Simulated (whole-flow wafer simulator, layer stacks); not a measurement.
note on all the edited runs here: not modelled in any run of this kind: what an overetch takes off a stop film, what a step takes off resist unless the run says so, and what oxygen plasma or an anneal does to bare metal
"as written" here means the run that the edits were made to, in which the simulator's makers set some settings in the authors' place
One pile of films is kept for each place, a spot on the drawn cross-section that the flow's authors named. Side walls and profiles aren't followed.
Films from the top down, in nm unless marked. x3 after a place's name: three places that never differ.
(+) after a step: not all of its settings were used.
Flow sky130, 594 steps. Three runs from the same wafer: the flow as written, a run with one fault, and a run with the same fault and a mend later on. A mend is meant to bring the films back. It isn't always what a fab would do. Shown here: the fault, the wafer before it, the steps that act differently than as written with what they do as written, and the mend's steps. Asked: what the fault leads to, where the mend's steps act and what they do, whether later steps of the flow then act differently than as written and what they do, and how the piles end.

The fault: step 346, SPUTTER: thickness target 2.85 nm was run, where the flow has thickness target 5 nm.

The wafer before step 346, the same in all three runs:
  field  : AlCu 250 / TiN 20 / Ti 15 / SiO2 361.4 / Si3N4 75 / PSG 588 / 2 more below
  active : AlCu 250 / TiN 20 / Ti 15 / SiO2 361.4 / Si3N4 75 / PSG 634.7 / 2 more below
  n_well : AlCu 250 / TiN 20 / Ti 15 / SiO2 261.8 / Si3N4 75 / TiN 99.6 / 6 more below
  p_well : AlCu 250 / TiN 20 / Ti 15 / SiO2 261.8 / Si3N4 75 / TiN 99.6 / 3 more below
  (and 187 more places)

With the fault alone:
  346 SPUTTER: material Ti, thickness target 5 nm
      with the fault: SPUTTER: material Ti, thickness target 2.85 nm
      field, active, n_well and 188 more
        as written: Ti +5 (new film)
        with the fault: Ti +2.85 (new film)
  Later steps of the flow that act differently than as written (14 more steps differ only slightly, by at most 2% or 0.5 nm, whichever is larger, and aren't shown):
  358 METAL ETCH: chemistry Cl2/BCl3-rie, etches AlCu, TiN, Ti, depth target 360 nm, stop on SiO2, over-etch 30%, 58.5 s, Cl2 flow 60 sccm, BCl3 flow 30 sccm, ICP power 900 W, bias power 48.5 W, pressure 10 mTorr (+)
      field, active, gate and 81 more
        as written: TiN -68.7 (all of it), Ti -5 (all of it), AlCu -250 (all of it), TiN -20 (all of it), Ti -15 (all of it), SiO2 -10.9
        with the fault: TiN -68.7 (all of it), Ti -2.85 (all of it), AlCu -250 (all of it), TiN -20 (all of it), Ti -15 (all of it), SiO2 -11.1
  At the end the piles differ from the flow's by more than 2% or 0.5 nm, whichever is larger, at n_well, p_well, gate_hv and 104 more.
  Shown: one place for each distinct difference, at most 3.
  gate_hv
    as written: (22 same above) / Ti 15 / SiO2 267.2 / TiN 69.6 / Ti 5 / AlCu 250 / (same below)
    with the fault: (22 same above) / Ti 15 / SiO2 269.4 / TiN 69.6 / Ti 2.85 / AlCu 250 / (same below)
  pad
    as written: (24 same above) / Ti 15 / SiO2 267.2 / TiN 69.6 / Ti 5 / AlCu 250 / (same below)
    with the fault: (24 same above) / Ti 15 / SiO2 269.4 / TiN 69.6 / Ti 2.85 / AlCu 250 / (same below)
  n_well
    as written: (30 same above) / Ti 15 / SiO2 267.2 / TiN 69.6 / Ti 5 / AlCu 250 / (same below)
    with the fault: (30 same above) / Ti 15 / SiO2 269.4 / TiN 69.6 / Ti 2.85 / AlCu 250 / (same below)

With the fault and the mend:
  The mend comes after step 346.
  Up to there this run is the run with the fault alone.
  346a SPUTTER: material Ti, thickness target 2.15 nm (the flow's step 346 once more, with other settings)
      field, active, n_well and 188 more
        Ti +2.15
  No later step of the flow acts differently than as written at any place that is followed.
  At the end the piles are the same as the flow's at every place that both follow.
